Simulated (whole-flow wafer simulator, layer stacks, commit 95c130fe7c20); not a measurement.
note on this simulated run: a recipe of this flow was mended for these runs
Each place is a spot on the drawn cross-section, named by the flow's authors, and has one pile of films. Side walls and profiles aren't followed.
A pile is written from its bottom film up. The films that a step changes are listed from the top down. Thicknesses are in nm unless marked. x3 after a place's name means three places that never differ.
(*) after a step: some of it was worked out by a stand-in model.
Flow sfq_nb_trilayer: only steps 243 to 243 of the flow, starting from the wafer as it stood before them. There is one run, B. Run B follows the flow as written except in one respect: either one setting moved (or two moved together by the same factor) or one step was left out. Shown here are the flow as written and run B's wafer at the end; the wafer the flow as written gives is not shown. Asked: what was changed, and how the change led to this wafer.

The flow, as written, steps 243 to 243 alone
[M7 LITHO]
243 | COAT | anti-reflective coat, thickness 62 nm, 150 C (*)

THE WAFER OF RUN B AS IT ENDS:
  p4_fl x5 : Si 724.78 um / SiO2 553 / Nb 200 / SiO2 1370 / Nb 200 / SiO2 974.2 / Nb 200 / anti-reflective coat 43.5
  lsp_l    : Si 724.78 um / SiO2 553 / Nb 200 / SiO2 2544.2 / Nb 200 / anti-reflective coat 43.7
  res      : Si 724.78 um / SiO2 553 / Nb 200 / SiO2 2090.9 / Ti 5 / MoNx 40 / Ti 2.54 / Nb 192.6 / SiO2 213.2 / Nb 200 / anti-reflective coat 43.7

The reason: step 243, COAT: thickness 43.5 nm was run, whereas the flow has thickness 62 nm.
The wafer lets one read it off: p4_fl x5 has anti-reflective coat 43.5, and step 243 as written asks for 62 nm.

How this came from the change, step by step:
  243 | COAT | anti-reflective coat, thickness 62 nm, 150 C (*)
      p4_fl x5, p4_w1 x9, p3_s0 x15 and 48 more: +43.5 anti-reflective coat (new film) (in the flow as written it would be: +62 anti-reflective coat (new film))
      lsp_l, ln_m5, lsp_m, ln_m6, lsp_r, l0_sur, l0v: +43.7 anti-reflective coat (new film) (in the flow as written it would be: +62.3 anti-reflective coat (new film))
      (also at 22 further places)
